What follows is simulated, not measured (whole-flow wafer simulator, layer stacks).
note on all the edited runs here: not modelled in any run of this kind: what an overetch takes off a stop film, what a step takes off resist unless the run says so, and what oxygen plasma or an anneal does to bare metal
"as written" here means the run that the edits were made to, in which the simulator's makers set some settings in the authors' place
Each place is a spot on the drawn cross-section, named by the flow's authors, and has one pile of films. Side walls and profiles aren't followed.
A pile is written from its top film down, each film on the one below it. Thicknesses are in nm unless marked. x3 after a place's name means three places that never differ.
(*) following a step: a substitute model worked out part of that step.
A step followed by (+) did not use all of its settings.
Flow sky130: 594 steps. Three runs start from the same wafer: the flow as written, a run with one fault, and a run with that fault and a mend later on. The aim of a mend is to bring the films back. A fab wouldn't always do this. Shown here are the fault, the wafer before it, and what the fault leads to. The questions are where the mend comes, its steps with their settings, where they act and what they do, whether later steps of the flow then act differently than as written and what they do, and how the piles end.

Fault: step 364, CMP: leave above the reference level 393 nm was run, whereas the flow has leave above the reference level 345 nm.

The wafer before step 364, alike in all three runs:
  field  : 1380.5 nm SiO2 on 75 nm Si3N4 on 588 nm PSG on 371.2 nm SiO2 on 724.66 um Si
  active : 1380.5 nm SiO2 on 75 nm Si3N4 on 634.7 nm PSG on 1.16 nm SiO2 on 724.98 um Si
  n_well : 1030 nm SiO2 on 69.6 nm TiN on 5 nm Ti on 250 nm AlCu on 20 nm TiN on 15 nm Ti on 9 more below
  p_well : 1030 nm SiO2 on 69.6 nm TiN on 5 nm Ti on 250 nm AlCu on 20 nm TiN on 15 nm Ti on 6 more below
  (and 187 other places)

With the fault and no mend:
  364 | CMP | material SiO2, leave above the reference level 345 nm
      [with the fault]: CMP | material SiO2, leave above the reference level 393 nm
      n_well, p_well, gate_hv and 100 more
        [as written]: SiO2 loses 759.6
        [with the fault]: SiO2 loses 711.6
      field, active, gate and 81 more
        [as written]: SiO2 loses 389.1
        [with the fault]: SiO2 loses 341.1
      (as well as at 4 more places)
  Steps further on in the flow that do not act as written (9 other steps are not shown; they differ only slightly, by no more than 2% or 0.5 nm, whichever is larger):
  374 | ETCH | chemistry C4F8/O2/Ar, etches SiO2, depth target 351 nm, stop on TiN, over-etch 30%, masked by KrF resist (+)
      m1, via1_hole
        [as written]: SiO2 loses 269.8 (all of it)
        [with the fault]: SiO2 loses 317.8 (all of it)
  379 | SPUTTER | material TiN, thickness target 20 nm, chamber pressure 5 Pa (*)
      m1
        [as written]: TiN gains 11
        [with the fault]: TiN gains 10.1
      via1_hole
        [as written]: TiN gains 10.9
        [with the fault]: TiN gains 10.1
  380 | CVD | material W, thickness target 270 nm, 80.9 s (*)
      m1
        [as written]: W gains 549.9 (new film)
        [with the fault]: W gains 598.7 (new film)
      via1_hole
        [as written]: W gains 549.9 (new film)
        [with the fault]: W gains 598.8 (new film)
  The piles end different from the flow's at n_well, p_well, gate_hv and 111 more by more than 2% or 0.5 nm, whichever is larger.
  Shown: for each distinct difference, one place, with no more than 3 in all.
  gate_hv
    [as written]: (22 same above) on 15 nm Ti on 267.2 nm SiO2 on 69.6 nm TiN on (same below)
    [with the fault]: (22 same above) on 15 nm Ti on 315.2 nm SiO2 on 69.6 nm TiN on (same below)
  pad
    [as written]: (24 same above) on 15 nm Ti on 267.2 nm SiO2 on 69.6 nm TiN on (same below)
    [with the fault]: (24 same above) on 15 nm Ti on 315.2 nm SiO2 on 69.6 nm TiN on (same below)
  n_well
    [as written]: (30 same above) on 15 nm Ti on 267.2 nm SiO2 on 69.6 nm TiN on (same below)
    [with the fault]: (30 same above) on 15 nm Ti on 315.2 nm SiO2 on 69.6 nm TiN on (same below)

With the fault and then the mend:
  The mend stands after step 364.
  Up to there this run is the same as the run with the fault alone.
  364a | CMP | material SiO2, leave above the reference level 345 nm (the flow's step 364, run once more)
      field, active, n_well and 188 more
        SiO2 loses 48
  None of the later steps of the flow acts differently than as written at any place that is followed.
  At every place that both follow, the piles at the end match the flow's.
